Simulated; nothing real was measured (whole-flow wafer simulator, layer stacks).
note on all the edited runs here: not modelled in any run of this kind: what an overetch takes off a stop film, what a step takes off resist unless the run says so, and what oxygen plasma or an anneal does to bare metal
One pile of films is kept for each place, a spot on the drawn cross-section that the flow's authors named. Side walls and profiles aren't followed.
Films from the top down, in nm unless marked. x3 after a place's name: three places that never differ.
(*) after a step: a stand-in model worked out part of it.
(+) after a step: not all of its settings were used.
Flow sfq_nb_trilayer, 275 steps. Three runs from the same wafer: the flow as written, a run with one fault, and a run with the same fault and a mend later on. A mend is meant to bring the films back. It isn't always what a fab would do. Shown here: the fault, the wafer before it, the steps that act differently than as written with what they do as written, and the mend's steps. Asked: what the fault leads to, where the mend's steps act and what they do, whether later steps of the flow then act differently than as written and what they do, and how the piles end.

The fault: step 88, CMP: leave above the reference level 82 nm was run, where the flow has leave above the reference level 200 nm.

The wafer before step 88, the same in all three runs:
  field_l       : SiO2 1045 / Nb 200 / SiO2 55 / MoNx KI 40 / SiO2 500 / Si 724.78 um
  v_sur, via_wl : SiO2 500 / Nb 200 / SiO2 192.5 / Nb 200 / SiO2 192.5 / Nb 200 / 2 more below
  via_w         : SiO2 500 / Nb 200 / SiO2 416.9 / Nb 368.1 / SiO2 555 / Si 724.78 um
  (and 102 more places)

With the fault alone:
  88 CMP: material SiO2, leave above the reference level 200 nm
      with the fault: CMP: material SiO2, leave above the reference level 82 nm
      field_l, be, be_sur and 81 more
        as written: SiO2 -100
        with the fault: SiO2 -218
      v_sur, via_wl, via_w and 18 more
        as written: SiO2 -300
        with the fault: SiO2 -418
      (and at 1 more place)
  Later steps of the flow that act differently than as written (3 more steps differ only slightly, by at most 2% or 0.5 nm, whichever is larger, and aren't shown):
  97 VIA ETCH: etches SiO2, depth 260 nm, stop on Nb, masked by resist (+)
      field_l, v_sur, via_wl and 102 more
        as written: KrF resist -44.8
        with the fault: KrF resist -21.2
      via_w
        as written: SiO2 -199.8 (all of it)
        with the fault: SiO2 -81.8 (all of it)
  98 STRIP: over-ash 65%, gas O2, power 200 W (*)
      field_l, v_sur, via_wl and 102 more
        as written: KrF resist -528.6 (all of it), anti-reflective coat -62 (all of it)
        with the fault: KrF resist -552.3 (all of it), anti-reflective coat -62 (all of it)
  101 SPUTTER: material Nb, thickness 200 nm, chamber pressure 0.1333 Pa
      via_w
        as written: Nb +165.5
        with the fault: Nb +191.6
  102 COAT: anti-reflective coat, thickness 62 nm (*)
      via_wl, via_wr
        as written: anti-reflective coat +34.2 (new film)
        with the fault: anti-reflective coat +39.8 (new film)
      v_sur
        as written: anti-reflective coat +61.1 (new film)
        with the fault: anti-reflective coat +58.1 (new film)
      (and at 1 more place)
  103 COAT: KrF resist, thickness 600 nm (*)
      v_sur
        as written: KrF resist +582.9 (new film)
        with the fault: KrF resist +595.7 (new film)
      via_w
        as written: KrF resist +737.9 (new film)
        with the fault: KrF resist +641.2 (new film)
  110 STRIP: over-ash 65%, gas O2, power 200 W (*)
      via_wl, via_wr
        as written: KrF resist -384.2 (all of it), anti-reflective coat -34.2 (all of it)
        with the fault: KrF resist -393.4 (all of it), anti-reflective coat -39.8 (all of it)
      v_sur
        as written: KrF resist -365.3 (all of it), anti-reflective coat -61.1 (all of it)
        with the fault: KrF resist -378.1 (all of it), anti-reflective coat -58.1 (all of it)
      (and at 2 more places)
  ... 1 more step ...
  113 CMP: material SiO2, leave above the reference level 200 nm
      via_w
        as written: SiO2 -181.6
        with the fault: SiO2 -210.7
  At the end the piles differ from the flow's by more than 2% or 0.5 nm, whichever is larger, at field_l, v_sur, via_wl and 103 more.
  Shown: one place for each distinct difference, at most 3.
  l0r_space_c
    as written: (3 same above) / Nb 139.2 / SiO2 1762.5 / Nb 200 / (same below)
    with the fault: (3 same above) / Nb 139.2 / SiO2 1644.5 / Nb 200 / (same below)
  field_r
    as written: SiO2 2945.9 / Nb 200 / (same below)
    with the fault: SiO2 2827.9 / Nb 200 / (same below)
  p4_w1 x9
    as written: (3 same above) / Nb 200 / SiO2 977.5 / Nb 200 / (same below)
    with the fault: (3 same above) / Nb 200 / SiO2 859.5 / Nb 200 / (same below)

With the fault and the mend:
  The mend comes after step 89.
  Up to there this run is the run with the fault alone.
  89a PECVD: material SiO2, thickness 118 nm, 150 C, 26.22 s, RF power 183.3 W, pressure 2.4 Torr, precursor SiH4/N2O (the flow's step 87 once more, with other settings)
      field_l, v_sur, via_wl and 103 more
        SiO2 +118
  No later step of the flow acts differently than as written at any place that is followed.
  At the end the piles are the same as the flow's at every place that both follow.
